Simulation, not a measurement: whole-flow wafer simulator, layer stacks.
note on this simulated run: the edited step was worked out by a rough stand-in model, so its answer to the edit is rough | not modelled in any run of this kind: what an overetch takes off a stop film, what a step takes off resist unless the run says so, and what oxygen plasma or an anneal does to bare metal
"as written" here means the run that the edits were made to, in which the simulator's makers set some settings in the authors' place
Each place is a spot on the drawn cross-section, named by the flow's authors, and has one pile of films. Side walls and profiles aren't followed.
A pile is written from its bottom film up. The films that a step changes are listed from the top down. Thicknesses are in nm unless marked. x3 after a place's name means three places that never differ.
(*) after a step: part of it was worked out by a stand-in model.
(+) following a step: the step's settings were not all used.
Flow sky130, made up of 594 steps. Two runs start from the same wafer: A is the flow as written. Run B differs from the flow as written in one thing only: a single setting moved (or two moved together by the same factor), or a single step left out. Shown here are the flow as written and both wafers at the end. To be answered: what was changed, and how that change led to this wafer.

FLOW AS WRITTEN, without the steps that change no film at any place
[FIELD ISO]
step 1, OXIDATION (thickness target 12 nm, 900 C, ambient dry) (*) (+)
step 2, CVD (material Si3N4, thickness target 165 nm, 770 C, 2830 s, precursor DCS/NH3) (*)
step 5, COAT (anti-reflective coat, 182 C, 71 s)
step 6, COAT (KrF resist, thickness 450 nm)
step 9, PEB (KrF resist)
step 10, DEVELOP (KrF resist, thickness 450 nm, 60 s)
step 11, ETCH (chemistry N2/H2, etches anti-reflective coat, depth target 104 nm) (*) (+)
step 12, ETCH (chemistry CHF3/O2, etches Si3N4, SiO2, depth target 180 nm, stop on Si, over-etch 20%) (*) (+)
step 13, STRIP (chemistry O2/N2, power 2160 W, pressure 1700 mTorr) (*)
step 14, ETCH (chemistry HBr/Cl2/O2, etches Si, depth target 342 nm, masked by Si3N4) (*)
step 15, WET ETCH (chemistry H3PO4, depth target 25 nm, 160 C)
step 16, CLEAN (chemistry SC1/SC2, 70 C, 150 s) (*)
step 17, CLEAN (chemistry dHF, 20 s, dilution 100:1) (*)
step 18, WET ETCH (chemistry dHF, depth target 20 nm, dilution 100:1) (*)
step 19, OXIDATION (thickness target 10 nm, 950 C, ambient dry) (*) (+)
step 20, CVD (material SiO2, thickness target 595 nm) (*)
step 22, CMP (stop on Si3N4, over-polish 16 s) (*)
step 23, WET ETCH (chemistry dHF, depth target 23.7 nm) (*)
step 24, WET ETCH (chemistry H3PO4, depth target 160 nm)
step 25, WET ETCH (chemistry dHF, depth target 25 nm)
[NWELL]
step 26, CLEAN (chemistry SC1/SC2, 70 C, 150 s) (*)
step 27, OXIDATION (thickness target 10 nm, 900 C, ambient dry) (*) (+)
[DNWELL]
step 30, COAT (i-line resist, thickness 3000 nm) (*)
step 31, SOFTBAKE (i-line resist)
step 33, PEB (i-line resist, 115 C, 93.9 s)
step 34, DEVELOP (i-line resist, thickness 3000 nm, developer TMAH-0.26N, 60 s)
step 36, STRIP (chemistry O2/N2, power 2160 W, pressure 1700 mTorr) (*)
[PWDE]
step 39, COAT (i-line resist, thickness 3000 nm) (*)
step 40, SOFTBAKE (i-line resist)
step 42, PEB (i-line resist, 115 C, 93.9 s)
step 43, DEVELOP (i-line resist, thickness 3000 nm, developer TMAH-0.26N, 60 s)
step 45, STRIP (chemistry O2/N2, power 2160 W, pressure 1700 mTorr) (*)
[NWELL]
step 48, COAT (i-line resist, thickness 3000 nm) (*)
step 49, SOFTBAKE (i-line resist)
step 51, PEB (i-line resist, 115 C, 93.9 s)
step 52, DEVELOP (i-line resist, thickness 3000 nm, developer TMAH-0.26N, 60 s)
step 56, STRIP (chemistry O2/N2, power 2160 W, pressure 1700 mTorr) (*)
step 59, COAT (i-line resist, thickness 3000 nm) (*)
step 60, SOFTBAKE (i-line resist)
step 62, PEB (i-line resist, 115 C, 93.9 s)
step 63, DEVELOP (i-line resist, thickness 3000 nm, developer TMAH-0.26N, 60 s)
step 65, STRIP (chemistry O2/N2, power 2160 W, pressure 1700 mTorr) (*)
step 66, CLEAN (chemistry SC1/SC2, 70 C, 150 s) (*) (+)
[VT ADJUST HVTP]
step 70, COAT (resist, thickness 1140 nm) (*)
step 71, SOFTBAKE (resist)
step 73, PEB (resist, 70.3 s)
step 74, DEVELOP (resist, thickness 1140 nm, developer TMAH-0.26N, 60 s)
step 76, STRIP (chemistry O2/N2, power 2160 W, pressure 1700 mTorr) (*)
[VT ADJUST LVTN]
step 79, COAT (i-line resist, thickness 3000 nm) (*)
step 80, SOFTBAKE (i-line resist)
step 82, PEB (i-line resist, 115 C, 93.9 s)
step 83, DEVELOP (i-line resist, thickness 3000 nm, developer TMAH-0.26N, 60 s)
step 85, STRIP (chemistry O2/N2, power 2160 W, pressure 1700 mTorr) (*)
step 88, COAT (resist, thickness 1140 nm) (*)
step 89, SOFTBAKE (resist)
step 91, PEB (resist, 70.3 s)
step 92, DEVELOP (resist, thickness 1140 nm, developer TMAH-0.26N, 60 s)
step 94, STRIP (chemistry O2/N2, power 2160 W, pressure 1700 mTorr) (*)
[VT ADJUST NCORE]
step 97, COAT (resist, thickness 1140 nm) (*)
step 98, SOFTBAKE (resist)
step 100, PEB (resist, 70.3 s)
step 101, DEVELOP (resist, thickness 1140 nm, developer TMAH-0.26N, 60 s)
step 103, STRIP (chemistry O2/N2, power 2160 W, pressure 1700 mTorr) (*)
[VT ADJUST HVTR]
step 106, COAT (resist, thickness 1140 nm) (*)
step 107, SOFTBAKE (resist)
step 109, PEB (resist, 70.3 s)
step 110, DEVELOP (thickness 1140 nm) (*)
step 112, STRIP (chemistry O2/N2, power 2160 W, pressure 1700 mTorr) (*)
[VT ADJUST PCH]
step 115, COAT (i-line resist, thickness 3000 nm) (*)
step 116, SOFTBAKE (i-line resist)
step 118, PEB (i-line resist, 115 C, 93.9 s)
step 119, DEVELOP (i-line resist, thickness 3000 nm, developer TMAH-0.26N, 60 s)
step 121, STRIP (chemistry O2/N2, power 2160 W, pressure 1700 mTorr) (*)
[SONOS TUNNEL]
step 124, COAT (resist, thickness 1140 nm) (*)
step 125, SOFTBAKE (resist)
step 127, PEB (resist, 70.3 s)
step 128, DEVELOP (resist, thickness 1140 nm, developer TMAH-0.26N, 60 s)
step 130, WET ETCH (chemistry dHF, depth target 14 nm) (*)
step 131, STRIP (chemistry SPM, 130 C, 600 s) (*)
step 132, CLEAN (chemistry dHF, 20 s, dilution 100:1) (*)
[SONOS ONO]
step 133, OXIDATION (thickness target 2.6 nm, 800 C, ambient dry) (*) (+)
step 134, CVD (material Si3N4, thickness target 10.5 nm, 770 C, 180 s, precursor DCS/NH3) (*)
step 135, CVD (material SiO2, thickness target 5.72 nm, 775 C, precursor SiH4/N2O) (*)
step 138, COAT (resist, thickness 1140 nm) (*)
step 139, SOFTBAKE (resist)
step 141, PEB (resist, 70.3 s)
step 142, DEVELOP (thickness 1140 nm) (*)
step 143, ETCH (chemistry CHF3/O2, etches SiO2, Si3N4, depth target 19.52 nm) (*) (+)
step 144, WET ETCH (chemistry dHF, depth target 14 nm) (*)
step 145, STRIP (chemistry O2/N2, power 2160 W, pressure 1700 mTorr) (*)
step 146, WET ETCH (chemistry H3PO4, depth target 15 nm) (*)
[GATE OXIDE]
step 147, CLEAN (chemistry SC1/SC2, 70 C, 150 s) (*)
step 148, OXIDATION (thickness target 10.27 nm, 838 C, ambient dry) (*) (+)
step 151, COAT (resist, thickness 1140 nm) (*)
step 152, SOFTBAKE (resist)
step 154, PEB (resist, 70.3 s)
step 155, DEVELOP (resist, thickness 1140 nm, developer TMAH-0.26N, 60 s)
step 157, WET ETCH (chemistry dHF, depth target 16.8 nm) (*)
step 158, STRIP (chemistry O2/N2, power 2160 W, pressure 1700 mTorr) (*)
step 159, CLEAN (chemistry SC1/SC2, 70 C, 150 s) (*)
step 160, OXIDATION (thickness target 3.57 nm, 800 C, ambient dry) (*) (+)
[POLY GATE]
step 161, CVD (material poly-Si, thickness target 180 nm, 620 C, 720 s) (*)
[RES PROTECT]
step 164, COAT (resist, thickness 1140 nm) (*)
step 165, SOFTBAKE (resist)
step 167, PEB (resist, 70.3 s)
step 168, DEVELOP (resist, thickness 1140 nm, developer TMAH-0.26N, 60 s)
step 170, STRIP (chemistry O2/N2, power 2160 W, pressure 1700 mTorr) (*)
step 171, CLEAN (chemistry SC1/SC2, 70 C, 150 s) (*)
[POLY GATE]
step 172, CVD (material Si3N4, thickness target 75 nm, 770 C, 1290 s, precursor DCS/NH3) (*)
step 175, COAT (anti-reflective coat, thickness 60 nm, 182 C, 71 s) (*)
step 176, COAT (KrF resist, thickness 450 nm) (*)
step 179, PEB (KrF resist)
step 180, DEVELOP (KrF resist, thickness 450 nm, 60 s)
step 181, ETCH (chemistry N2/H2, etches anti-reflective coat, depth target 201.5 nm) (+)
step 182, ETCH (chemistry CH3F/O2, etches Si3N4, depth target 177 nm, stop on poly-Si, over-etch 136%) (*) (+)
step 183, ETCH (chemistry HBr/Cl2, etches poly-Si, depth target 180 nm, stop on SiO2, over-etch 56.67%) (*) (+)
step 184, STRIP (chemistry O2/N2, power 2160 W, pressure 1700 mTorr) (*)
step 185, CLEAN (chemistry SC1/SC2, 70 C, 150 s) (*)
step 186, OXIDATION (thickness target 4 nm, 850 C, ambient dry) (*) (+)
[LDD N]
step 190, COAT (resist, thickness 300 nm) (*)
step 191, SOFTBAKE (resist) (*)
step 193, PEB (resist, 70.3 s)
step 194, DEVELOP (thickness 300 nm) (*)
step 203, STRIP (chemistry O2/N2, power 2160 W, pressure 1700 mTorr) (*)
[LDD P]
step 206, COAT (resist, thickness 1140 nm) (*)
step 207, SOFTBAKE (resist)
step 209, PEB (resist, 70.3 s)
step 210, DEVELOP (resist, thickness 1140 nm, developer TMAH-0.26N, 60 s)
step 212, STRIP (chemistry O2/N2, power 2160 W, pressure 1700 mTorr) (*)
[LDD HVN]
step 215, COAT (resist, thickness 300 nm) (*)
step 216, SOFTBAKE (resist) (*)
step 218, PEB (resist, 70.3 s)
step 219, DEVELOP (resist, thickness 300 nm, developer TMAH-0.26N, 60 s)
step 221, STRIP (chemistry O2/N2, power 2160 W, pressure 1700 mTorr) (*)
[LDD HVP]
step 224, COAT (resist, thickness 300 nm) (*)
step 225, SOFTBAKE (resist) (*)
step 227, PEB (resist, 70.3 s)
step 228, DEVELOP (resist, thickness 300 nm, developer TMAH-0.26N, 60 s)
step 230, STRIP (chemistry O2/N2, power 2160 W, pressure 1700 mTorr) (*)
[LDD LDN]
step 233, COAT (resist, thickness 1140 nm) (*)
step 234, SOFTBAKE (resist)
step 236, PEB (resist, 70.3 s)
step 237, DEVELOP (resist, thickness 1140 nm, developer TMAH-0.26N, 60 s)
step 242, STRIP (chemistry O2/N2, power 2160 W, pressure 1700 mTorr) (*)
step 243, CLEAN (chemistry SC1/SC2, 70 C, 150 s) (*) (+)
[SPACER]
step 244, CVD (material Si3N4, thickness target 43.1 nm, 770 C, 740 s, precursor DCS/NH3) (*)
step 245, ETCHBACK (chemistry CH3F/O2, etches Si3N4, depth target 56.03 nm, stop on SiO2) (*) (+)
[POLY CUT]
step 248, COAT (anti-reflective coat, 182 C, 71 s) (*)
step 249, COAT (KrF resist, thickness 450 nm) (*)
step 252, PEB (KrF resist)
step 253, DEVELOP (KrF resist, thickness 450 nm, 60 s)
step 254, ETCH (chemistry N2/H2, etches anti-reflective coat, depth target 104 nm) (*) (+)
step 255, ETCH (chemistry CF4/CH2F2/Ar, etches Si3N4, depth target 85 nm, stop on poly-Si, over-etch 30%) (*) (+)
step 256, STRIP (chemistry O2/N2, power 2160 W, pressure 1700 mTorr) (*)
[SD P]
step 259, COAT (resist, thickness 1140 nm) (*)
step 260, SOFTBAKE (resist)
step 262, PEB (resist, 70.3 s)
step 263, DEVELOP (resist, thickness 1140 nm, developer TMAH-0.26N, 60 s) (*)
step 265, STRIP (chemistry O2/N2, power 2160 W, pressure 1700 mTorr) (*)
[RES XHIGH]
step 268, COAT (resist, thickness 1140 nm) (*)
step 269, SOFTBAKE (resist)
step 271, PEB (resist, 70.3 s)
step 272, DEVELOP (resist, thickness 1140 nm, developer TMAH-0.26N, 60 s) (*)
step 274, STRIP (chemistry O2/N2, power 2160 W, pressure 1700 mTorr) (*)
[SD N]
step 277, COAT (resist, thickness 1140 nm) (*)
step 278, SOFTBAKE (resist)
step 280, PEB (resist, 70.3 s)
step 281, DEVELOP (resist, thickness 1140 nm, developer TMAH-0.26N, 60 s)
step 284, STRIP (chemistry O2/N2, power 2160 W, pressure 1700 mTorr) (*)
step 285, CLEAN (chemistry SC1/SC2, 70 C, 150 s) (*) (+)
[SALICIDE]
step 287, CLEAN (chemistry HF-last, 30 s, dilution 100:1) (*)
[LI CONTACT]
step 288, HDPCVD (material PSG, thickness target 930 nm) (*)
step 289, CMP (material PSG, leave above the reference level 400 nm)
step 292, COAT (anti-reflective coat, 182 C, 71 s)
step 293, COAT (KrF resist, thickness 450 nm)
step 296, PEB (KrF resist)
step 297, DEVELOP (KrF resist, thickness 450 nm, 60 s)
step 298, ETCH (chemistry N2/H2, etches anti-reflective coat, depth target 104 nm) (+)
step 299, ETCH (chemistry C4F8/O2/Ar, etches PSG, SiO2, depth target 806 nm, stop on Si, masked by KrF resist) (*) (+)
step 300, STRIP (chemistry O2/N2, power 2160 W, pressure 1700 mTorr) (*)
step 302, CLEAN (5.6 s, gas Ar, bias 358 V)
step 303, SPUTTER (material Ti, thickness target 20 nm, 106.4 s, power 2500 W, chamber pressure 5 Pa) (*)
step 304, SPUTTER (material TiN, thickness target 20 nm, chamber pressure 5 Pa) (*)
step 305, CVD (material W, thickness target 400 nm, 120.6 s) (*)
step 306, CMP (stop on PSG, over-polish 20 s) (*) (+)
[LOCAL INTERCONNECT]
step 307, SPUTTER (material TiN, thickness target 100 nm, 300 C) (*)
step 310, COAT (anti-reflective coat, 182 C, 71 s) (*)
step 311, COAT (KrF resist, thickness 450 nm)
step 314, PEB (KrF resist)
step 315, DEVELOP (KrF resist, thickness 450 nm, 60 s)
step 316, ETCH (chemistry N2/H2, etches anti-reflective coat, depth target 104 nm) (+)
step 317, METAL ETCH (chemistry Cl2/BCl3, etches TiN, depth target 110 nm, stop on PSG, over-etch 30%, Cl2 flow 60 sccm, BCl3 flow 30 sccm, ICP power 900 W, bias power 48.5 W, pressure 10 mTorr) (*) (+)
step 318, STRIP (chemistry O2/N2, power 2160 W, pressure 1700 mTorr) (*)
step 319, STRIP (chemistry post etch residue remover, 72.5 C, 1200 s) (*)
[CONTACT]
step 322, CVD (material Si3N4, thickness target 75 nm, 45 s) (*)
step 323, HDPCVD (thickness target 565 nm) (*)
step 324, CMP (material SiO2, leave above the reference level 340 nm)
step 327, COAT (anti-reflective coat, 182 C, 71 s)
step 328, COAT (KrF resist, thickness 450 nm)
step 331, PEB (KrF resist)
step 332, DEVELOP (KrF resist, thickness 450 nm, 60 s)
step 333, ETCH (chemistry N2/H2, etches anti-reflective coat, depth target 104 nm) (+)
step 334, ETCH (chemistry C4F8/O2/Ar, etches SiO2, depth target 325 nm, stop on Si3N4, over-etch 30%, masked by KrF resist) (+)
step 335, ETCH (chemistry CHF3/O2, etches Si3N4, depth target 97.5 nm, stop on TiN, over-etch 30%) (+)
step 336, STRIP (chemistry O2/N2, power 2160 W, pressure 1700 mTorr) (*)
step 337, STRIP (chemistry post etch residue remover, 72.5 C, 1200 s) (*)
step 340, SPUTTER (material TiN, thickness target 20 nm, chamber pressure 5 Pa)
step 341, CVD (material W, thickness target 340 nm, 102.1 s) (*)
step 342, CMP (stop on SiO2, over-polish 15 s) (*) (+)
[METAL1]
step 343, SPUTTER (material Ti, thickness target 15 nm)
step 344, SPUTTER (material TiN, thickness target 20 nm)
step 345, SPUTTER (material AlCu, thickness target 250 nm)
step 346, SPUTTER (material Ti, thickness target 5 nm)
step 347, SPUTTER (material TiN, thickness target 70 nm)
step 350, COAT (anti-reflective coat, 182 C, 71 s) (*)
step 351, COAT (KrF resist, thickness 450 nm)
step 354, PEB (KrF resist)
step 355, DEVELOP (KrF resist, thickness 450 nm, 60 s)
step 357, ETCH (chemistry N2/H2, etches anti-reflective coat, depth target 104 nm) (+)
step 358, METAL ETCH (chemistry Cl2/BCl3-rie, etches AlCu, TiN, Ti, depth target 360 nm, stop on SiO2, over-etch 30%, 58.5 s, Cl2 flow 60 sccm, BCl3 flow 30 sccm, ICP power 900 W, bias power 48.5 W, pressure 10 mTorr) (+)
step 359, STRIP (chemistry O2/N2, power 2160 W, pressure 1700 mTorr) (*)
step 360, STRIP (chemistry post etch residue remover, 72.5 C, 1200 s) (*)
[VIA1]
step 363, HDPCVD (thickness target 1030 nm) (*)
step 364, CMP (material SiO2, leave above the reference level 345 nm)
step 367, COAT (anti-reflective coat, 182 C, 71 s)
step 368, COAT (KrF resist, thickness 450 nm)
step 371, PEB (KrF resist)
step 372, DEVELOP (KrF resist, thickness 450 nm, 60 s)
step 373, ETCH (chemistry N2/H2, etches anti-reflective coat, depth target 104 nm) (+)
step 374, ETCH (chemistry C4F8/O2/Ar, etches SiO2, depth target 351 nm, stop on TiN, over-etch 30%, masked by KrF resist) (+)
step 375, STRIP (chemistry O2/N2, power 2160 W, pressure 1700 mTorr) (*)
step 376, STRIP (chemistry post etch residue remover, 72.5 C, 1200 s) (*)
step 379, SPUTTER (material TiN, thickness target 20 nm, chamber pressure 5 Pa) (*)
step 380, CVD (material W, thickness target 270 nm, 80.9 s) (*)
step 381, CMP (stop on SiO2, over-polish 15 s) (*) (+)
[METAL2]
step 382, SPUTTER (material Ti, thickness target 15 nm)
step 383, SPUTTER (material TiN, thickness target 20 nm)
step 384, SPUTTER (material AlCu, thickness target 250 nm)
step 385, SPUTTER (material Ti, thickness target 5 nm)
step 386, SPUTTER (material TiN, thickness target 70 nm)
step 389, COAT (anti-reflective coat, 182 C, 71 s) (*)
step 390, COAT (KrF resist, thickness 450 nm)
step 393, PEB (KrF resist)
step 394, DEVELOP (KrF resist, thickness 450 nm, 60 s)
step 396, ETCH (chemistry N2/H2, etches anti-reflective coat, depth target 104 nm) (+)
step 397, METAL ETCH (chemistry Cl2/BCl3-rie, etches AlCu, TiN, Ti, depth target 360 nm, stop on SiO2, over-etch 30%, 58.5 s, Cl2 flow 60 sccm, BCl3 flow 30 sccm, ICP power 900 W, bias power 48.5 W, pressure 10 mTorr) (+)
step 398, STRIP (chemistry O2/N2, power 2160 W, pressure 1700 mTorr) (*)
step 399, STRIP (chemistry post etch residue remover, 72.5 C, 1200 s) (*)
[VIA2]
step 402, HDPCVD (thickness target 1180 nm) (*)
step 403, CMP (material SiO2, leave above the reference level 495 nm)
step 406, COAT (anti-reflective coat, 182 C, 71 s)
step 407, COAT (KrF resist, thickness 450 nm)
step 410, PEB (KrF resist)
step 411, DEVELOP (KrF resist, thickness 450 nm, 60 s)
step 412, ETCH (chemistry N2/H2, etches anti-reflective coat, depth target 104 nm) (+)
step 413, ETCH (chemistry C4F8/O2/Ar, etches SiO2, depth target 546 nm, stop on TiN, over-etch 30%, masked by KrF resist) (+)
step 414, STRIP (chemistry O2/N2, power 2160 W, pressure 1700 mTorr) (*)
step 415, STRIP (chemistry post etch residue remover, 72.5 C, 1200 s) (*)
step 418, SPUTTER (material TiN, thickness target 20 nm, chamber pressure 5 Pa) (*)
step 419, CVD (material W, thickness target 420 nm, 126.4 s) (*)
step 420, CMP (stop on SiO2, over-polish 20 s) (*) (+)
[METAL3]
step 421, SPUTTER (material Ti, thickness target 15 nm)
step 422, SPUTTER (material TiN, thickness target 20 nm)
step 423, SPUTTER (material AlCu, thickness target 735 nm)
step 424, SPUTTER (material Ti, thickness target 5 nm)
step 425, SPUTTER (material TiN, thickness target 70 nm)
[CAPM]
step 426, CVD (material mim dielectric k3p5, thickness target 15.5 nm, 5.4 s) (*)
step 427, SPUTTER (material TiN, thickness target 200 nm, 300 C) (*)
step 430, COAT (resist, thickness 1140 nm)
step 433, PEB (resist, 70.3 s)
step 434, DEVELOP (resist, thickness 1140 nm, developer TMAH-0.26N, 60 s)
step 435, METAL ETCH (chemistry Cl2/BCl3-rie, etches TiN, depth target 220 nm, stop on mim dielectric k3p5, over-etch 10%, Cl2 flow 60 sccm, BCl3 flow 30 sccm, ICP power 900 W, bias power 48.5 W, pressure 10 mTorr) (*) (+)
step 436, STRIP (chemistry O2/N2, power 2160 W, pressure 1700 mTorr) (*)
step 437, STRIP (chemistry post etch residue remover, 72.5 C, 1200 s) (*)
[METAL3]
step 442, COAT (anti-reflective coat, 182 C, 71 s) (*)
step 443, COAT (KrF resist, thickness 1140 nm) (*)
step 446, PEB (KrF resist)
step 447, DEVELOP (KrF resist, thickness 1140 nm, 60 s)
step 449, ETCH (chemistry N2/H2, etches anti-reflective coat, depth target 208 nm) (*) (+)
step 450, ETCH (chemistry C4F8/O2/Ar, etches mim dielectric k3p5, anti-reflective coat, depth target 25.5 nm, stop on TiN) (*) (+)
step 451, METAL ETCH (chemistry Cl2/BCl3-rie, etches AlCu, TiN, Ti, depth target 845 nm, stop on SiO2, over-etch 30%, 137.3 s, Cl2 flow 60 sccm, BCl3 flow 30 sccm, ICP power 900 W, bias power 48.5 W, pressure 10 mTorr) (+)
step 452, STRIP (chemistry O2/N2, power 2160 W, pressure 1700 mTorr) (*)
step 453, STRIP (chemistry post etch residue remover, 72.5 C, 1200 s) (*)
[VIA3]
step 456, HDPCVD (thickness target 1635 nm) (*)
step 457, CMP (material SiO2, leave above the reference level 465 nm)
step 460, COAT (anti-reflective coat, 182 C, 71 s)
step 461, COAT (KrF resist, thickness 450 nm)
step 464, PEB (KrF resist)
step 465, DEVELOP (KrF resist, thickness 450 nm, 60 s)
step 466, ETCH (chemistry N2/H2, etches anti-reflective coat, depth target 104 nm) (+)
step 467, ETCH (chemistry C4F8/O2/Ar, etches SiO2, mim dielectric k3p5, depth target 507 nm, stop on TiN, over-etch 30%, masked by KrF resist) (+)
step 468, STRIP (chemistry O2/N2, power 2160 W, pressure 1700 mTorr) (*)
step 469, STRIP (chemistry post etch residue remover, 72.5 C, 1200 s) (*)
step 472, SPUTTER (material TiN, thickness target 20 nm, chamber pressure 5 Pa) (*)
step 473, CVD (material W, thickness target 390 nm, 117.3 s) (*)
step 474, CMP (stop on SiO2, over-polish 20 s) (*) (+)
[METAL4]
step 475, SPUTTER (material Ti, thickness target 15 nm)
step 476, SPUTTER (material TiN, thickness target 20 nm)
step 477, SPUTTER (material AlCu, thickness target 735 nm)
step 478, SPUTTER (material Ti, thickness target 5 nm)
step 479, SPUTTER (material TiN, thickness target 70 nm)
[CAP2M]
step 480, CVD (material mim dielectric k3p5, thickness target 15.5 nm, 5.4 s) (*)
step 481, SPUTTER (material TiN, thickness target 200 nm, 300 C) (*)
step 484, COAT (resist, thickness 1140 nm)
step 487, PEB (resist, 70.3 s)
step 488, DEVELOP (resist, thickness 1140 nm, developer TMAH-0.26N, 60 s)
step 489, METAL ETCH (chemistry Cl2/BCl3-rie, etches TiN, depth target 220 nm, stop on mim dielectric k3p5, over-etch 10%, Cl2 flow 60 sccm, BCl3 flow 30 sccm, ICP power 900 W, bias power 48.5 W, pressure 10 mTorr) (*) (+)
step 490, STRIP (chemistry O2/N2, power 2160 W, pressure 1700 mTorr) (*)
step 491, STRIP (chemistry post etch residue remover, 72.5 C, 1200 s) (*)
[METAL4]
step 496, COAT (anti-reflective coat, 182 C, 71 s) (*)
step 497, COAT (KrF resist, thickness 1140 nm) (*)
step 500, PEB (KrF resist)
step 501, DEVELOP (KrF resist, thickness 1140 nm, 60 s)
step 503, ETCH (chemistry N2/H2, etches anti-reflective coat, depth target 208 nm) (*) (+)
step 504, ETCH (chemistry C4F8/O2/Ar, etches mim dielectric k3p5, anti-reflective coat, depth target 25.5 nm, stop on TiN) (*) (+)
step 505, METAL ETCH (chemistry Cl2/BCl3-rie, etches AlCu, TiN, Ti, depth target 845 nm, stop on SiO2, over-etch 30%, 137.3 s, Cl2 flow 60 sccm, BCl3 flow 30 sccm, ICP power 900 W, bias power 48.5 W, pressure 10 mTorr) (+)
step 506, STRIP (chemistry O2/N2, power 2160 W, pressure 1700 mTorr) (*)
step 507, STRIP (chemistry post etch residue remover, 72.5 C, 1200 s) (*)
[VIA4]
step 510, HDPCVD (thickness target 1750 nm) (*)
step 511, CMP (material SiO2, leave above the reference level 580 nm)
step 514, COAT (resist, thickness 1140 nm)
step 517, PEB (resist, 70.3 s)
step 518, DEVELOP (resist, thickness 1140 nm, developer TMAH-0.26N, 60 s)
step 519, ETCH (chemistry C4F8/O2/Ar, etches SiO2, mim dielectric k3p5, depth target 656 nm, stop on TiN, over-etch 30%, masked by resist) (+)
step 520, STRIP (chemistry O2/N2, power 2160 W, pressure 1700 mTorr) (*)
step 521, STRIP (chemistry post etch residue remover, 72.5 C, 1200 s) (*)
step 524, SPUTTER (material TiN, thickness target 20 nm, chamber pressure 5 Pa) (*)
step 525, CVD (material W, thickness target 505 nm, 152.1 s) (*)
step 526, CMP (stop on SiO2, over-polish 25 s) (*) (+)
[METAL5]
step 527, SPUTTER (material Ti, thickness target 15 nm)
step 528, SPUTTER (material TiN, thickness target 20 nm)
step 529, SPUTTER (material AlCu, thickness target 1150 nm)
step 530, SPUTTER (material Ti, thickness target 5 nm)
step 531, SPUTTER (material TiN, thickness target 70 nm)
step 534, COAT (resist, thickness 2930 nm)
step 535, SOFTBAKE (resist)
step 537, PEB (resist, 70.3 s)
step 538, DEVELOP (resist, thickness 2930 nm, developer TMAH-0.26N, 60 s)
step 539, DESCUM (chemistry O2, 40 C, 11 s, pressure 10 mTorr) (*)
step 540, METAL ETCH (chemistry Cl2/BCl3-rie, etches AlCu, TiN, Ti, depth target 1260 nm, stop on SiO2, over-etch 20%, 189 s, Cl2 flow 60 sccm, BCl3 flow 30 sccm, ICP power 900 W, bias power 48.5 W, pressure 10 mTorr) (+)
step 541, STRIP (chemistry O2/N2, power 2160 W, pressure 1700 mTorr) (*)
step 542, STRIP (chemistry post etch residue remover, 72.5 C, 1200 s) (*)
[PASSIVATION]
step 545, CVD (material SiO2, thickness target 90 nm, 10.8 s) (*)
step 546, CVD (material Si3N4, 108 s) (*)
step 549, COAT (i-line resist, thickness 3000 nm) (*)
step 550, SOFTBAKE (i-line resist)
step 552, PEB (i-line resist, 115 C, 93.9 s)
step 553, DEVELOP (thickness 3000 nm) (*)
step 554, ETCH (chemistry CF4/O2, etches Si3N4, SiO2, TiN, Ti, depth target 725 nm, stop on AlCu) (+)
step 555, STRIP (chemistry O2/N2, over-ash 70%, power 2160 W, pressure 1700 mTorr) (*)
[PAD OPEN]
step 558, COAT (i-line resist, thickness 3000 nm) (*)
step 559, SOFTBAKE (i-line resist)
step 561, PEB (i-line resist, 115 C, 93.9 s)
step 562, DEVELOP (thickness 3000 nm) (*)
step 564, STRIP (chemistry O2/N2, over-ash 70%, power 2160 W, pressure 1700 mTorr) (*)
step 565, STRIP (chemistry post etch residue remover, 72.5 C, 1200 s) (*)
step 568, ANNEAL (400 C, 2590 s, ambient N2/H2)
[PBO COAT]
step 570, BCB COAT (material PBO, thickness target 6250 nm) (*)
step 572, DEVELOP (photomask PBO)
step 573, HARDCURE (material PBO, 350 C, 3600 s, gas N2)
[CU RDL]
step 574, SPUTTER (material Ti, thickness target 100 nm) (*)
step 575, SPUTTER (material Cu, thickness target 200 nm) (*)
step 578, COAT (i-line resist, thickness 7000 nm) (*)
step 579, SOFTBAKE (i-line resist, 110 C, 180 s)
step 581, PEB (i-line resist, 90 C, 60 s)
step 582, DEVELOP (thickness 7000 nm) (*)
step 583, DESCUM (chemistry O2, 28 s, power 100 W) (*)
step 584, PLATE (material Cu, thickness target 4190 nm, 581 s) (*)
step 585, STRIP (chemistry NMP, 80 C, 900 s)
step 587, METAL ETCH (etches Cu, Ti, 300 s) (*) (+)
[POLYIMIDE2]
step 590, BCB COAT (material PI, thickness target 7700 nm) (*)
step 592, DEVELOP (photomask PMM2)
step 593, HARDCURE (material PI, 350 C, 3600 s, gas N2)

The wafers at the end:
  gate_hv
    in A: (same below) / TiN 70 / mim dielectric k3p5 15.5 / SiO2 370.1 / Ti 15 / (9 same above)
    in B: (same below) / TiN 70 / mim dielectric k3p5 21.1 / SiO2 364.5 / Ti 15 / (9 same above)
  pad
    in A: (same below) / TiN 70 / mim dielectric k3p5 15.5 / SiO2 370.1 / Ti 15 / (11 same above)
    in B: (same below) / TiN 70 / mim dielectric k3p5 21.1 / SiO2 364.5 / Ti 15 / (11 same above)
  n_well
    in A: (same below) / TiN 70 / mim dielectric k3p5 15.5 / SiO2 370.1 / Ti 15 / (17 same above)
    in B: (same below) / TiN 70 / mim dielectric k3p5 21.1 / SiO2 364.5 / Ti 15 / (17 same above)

The reason: step 426, CVD: thickness target 21.1 nm was run, while the flow as written has thickness target 15.5 nm; step 426, CVD: 7.34 s was run, where the flow has 5.4 s.
The wafer itself shows it: gate_hv has mim dielectric k3p5 21.1, and step 426 as written asks for 15.5 nm.

Step by step, how the change led to this:
  step 426, CVD (material mim dielectric k3p5, thickness target 15.5 nm, 5.4 s) (*)
      field, active, n_well and 188 more: A +15.5 mim dielectric k3p5 (new film) | B +21.1 mim dielectric k3p5 (new film)
  step 450, ETCH (chemistry C4F8/O2/Ar, etches mim dielectric k3p5, anti-reflective coat, depth target 25.5 nm, stop on TiN) (*) (+)
      n_well, p_well, gate_hv and 104 more: A -15.5 KrF resist | B -17 KrF resist
      field, active, gate and 82 more: A -15.5 mim dielectric k3p5 (all of it) | B -21.1 mim dielectric k3p5 (all of it)
  step 467, ETCH (chemistry C4F8/O2/Ar, etches SiO2, mim dielectric k3p5, depth target 507 nm, stop on TiN, over-etch 30%, masked by KrF resist) (+)
      m1: A -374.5 SiO2 (all of it), -15.5 mim dielectric k3p5 (all of it) | B -368.9 SiO2 (all of it), -21.1 mim dielectric k3p5 (all of it)
      via3_hole: A -373.9 SiO2 (all of it), -15.5 mim dielectric k3p5 (all of it) | B -368.3 SiO2 (all of it), -21.1 mim dielectric k3p5 (all of it)
